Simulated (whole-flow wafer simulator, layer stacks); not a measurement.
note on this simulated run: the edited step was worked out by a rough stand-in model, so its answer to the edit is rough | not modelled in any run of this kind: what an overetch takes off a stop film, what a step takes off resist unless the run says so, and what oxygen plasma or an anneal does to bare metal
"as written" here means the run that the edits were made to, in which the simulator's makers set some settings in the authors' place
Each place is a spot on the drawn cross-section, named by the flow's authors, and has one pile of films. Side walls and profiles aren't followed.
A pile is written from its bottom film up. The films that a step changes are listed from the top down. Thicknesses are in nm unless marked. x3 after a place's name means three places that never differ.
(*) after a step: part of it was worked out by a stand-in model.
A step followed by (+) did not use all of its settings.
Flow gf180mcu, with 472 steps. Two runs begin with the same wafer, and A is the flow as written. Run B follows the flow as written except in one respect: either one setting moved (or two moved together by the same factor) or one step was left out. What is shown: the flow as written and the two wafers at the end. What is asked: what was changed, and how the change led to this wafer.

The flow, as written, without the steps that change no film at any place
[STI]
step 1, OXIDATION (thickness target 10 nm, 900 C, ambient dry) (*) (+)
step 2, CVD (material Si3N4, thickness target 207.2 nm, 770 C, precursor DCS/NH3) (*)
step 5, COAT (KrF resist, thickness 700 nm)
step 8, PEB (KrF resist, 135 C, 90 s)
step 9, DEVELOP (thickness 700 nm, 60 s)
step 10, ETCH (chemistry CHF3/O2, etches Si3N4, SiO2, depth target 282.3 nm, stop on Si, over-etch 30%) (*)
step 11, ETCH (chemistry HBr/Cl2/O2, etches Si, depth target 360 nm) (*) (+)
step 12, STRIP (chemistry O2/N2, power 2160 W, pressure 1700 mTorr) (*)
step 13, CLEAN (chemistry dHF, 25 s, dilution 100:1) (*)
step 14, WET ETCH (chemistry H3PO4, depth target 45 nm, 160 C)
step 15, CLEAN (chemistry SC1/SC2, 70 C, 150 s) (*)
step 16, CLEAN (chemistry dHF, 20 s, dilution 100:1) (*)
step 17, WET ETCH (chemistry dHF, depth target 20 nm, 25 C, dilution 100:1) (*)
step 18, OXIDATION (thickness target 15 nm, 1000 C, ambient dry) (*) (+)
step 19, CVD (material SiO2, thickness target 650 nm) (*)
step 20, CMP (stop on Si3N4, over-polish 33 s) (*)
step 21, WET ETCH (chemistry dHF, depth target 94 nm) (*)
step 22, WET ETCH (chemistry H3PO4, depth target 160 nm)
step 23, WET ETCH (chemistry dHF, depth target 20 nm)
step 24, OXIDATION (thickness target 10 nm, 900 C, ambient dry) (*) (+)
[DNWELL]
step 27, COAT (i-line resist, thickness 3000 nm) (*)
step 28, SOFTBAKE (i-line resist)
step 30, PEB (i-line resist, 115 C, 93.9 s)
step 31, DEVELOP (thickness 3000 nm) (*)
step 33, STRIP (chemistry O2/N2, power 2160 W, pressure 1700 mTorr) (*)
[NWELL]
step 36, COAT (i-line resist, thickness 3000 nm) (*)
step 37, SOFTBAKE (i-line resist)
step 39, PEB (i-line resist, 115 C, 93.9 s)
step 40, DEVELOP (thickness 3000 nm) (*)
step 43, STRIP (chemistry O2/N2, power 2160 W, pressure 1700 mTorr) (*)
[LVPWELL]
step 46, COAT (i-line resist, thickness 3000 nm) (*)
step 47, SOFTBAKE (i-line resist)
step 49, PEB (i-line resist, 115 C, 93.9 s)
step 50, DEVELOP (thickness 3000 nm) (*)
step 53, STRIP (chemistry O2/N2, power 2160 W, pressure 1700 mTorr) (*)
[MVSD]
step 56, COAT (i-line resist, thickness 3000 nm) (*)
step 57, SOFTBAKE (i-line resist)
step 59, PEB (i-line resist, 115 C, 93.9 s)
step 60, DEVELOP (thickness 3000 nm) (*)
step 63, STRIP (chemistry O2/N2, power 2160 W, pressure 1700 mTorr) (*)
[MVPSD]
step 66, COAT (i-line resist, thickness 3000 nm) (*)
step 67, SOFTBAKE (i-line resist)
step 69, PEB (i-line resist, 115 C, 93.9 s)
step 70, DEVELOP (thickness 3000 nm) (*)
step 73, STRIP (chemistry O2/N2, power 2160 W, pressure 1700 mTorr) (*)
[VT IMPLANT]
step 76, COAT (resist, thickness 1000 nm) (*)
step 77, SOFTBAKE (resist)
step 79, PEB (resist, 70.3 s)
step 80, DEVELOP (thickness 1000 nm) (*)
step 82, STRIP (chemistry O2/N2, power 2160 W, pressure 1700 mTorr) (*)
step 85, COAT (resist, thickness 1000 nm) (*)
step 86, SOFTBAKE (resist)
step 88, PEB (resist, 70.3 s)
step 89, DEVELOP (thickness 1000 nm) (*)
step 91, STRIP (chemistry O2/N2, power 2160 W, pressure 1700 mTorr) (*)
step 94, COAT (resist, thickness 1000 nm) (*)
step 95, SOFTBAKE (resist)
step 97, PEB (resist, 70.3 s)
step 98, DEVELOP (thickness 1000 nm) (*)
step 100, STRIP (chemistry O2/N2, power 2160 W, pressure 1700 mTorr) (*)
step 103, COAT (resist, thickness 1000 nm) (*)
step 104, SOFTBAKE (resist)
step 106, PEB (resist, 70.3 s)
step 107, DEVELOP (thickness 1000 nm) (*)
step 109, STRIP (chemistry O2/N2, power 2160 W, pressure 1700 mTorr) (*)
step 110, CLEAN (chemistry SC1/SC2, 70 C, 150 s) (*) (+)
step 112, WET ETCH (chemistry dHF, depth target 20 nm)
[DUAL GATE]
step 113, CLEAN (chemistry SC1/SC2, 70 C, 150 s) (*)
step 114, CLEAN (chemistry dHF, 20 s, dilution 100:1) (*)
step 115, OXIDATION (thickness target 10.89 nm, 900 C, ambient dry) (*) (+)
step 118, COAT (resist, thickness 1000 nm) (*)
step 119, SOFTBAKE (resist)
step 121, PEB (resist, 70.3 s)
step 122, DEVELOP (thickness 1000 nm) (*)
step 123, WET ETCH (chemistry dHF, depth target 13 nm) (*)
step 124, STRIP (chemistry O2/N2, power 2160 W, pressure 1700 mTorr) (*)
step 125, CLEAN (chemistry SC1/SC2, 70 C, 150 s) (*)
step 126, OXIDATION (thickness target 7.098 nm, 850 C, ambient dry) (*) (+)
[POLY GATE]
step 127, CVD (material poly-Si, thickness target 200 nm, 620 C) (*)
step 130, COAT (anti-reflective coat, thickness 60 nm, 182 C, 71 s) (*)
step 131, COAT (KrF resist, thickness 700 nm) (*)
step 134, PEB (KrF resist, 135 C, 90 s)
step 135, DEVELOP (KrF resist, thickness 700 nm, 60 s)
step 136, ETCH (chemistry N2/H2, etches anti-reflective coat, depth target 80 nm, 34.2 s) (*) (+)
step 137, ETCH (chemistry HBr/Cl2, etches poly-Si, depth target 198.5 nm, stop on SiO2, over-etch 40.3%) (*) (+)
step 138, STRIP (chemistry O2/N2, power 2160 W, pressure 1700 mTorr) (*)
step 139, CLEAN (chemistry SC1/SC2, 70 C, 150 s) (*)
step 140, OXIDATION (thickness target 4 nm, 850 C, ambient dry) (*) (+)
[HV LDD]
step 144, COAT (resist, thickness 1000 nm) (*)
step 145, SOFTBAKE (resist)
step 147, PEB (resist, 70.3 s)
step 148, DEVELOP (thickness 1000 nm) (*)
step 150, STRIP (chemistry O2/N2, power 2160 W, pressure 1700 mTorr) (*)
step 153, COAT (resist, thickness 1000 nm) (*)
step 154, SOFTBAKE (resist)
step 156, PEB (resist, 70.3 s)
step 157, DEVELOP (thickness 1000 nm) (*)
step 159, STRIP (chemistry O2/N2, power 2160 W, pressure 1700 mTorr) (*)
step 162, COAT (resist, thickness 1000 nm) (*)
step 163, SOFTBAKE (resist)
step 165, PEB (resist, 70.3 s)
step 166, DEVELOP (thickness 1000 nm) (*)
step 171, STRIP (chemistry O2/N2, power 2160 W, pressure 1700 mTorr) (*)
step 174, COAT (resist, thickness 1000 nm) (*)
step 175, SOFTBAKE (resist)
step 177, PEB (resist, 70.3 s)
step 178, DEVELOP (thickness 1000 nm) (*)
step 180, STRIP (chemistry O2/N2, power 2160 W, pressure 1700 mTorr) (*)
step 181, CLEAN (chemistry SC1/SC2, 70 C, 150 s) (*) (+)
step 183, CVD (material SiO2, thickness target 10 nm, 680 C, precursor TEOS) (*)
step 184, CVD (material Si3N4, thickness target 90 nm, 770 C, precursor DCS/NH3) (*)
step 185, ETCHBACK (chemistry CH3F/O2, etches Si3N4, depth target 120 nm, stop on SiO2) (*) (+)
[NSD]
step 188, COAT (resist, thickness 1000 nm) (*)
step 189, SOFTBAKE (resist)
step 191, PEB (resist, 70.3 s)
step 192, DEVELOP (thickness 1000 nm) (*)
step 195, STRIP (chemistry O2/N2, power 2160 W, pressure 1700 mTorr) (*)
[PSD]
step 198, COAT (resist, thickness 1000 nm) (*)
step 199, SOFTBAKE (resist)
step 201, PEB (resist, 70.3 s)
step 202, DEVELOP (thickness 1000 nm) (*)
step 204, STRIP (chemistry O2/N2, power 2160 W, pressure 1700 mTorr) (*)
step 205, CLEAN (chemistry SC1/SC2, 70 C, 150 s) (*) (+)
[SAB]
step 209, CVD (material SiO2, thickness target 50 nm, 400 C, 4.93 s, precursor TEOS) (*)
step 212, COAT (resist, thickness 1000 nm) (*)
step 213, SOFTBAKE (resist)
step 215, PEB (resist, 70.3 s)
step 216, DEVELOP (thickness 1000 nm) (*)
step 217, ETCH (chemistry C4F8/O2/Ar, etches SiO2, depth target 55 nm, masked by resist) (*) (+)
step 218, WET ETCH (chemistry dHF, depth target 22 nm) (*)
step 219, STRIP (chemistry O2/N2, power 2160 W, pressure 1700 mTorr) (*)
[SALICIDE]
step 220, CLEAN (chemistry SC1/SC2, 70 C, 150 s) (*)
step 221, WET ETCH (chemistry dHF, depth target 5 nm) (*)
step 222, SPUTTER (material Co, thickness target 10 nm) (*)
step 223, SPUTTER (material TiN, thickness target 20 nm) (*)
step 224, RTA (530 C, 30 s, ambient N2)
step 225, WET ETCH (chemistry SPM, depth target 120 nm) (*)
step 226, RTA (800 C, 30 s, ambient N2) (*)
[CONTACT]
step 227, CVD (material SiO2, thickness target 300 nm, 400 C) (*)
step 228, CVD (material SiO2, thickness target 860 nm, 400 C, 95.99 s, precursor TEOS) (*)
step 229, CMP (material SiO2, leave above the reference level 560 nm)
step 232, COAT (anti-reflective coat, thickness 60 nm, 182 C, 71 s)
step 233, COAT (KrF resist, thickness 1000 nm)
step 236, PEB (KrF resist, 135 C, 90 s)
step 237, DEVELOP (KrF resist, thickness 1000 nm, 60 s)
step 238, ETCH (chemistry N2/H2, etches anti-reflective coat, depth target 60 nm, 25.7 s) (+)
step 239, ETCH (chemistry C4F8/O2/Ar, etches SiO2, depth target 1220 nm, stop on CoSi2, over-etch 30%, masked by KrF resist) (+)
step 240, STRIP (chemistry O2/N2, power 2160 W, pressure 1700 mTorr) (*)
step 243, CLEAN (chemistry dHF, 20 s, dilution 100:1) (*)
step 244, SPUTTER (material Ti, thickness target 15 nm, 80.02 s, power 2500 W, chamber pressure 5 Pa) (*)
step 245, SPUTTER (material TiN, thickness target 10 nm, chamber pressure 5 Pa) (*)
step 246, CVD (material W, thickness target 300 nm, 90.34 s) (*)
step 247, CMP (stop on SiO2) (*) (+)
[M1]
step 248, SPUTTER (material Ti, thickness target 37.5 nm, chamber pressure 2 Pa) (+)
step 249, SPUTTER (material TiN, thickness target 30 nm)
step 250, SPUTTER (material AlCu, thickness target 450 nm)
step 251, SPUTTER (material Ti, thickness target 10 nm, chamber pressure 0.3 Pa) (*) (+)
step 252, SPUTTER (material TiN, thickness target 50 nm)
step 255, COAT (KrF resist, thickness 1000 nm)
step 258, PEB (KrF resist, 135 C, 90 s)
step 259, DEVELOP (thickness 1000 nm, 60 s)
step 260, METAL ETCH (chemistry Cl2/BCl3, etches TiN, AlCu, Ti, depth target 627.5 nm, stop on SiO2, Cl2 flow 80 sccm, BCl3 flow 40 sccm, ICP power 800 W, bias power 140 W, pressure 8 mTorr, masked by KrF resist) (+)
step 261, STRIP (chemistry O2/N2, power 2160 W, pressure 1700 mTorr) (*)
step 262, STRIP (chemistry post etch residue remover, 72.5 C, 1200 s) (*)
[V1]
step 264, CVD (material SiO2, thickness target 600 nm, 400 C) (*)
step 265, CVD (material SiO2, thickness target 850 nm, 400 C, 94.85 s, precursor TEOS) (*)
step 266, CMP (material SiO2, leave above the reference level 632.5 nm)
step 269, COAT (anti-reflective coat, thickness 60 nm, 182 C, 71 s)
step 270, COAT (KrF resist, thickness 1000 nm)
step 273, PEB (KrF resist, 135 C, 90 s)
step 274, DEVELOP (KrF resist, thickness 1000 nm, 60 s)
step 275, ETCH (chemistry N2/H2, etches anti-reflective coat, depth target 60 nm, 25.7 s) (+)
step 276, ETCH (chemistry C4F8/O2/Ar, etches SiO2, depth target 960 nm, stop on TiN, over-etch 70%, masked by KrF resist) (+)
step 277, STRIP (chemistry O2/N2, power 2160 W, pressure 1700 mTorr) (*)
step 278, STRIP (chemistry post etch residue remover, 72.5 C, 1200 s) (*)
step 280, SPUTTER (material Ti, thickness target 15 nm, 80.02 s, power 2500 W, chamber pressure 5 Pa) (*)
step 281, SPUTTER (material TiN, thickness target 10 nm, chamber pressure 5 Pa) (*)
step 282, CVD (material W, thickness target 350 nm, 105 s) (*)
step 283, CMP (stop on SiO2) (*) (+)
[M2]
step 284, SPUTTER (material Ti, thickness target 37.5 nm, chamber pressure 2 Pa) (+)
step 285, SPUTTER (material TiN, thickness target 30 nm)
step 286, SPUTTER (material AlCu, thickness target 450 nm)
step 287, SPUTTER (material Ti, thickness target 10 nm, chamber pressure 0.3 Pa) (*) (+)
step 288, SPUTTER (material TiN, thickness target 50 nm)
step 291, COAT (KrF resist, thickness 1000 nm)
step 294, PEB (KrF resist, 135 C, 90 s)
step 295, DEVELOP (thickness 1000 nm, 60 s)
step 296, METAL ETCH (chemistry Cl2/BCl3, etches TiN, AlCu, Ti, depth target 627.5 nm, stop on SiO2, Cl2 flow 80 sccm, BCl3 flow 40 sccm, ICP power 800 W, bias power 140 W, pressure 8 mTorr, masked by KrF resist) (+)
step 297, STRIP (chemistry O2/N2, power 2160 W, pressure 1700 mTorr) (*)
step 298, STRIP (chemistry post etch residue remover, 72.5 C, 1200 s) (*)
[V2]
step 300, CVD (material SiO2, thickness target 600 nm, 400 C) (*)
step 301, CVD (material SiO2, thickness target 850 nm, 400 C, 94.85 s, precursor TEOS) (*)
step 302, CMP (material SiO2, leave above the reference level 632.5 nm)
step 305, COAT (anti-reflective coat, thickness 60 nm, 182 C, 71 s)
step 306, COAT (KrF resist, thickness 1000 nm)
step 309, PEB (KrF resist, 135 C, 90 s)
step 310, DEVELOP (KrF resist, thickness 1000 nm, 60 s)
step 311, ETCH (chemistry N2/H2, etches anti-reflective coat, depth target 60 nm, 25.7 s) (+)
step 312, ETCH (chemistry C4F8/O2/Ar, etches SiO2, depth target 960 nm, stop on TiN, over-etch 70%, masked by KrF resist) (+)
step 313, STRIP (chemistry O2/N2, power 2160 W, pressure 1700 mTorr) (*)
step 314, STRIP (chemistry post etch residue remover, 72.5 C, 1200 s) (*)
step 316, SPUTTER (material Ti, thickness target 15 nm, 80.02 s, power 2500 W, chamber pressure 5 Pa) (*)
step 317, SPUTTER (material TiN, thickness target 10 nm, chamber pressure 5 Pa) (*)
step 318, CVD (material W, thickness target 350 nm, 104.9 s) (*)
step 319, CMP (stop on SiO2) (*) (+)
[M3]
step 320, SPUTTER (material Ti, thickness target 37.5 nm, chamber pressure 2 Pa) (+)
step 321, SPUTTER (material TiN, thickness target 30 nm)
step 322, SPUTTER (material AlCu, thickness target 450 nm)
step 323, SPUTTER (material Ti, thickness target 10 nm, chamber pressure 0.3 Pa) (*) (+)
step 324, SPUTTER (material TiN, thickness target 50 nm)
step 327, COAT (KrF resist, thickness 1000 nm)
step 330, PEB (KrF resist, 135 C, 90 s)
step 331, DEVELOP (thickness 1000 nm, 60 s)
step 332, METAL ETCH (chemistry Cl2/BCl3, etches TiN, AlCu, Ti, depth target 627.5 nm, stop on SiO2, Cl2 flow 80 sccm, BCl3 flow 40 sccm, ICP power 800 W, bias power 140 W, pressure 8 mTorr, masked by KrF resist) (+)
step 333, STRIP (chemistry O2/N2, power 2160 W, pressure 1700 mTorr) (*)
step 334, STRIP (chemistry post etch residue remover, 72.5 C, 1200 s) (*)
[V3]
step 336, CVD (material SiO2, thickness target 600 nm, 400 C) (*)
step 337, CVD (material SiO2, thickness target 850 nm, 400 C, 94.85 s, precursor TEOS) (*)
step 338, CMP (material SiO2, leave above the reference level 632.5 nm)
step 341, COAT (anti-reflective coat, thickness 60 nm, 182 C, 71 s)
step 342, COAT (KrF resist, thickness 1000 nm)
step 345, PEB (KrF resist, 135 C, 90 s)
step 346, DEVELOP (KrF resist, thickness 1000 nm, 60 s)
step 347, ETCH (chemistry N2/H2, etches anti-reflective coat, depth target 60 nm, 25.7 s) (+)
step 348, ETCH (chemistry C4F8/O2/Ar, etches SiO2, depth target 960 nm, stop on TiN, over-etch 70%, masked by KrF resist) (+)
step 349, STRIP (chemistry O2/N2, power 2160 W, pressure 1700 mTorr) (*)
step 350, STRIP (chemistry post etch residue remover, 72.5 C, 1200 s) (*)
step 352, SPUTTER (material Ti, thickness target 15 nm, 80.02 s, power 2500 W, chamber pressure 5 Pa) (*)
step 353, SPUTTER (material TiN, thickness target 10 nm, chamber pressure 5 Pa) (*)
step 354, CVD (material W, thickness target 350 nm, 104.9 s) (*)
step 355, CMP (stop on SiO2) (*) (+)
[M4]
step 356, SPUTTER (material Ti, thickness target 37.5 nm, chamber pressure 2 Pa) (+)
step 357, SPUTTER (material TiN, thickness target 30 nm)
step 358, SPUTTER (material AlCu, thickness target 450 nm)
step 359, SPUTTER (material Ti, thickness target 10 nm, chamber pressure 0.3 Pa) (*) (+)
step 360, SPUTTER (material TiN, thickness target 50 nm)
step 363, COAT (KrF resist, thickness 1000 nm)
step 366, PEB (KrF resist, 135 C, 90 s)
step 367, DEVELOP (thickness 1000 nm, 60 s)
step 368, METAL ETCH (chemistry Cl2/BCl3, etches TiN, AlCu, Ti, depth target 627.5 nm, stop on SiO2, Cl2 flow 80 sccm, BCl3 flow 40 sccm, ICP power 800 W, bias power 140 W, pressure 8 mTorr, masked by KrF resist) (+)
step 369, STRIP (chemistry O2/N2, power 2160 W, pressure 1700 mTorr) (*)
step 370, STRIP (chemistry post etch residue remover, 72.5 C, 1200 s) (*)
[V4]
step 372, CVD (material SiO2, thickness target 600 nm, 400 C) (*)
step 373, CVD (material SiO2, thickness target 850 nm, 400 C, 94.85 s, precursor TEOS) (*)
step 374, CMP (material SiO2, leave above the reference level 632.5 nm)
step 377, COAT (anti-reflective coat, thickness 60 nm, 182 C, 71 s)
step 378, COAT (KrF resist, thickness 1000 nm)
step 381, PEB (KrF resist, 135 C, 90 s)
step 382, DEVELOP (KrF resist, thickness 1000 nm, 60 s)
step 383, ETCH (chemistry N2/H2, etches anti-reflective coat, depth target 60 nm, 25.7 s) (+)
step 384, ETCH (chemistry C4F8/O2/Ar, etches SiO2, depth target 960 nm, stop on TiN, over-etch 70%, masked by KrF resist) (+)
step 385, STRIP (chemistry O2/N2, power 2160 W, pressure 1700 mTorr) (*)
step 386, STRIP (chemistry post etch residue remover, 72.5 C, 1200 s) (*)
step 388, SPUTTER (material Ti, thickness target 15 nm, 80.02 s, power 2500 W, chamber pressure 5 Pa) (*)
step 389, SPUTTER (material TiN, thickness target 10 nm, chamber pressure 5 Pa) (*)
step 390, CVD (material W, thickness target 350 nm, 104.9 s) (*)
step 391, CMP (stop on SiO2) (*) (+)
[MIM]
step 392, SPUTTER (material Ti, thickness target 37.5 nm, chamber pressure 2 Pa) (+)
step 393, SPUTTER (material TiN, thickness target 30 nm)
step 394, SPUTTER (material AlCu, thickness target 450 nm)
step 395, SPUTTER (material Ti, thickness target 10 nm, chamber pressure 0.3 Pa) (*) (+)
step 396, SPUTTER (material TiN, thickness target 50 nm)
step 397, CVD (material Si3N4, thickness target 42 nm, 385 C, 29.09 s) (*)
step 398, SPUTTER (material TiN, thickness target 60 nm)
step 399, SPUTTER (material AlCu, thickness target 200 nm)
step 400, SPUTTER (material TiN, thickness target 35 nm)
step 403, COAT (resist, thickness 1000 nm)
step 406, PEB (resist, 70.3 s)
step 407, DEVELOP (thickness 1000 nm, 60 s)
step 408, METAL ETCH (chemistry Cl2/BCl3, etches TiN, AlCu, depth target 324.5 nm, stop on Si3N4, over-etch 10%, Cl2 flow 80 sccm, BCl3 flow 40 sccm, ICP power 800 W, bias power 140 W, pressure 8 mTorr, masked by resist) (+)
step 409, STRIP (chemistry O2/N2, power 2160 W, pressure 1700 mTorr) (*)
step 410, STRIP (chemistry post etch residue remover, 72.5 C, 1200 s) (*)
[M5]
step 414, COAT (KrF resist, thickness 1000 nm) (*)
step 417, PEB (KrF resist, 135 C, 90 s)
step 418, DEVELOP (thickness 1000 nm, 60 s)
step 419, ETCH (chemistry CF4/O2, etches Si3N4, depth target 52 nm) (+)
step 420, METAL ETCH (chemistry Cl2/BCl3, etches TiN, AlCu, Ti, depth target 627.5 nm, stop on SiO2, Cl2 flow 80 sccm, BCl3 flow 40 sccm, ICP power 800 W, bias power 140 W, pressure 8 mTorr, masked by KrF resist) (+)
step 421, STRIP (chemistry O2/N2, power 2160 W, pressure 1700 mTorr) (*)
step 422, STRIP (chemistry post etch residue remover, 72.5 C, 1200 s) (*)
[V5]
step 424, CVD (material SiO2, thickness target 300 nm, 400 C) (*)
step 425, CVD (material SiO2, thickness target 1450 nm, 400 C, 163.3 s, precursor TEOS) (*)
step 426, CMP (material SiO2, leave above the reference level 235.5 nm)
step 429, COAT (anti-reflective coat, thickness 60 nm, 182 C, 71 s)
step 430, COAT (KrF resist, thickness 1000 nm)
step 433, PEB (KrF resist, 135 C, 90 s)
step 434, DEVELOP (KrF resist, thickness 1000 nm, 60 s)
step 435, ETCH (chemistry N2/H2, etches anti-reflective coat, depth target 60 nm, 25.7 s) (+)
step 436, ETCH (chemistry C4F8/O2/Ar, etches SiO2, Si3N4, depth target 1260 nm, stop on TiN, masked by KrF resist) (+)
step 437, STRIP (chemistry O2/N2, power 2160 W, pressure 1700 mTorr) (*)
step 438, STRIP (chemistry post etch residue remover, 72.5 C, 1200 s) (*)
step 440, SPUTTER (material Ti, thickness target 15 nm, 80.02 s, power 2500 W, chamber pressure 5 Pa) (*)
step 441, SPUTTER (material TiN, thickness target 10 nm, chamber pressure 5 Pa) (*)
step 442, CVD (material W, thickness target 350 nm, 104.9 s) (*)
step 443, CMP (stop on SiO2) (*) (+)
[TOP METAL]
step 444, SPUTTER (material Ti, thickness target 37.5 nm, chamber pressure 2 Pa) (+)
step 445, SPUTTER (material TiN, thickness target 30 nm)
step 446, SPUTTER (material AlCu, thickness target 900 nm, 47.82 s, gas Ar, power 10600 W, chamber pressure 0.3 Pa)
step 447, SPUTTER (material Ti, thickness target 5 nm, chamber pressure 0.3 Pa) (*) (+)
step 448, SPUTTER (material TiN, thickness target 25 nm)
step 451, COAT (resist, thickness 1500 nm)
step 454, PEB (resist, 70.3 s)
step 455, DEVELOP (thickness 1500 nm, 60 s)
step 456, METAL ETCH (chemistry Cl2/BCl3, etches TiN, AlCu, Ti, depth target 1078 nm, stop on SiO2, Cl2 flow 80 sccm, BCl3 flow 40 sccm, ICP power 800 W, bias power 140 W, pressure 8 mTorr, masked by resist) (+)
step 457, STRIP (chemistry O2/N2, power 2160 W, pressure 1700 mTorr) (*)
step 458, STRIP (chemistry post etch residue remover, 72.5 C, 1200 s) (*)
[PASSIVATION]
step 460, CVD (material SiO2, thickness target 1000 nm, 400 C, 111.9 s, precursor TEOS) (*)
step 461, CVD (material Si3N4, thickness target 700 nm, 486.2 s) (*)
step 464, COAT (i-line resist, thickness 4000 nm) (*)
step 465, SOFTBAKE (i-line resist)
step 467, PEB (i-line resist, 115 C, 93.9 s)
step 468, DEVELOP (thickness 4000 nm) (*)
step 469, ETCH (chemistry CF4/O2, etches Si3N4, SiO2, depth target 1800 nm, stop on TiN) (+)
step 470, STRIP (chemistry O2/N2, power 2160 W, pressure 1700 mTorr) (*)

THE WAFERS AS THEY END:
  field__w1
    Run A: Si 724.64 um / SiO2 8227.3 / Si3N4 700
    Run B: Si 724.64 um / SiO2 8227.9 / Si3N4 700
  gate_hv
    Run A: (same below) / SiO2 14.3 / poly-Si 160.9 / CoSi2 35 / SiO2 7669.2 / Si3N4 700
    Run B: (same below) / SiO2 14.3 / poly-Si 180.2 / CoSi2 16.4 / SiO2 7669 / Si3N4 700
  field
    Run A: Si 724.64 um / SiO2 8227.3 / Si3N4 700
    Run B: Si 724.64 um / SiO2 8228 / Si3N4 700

What caused this: step 222, SPUTTER: thickness target 4.7 nm was run, though the flow has thickness target 10 nm.

How this came from the change, step by step:
  step 222, SPUTTER (material Co, thickness target 10 nm) (*)
      field, field__w7, field__w8 and 71 more: A Co gains 10 (new film) | B Co gains 4.7 (new film)
      field__w2, mim: A Co gains 8.65 (new film) | B Co gains 4.07 (new film)
      (and at 35 other places as well)
  step 224, RTA (530 C, 30 s, ambient N2)
      gate, gate_hv, gate_p and 22 more: A under 1 film: CoSi gains 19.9 (new film), Co loses 10 (all of it), poly-Si loses 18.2 | B under 1 film: CoSi gains 9.34 (new film), Co loses 4.7 (all of it), poly-Si loses 8.56
      active, p_well, sd_n and 11 more: A under 1 film: CoSi gains 19.9 (new film), Co loses 10 (all of it), Si loses 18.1 | B under 1 film: CoSi gains 9.34 (new film), Co loses 4.7 (all of it), Si loses 8.52
      (and at 10 other places as well)
  step 225, WET ETCH (chemistry SPM, depth target 120 nm) (*)
      field, field__w7, field__w8 and 32 more: A TiN loses 20 (all of it), Co loses 10 (all of it) | B TiN loses 20 (all of it), Co loses 4.7 (all of it)
      field__w9, nw_enc_fld_lv__w3: A TiN loses 19.1 (all of it), Co loses 9.6 (all of it) | B TiN loses 19.1 (all of it), Co loses 4.51 (all of it)
      (and at 25 other places as well)
  step 226, RTA (800 C, 30 s, ambient N2) (*)
      gate, gate_hv, gate_p and 22 more: A CoSi2 gains 35 (new film), CoSi loses 19.9 (all of it), poly-Si loses 18.2 | B CoSi2 gains 16.4 (new film), CoSi loses 9.34 (all of it), poly-Si loses 8.56
      active, p_well, sd_n and 11 more: A CoSi2 gains 35 (new film), CoSi loses 19.9 (all of it), Si loses 18.1 | B CoSi2 gains 16.4 (new film), CoSi loses 9.34 (all of it), Si loses 8.52
      (and at 10 other places as well)
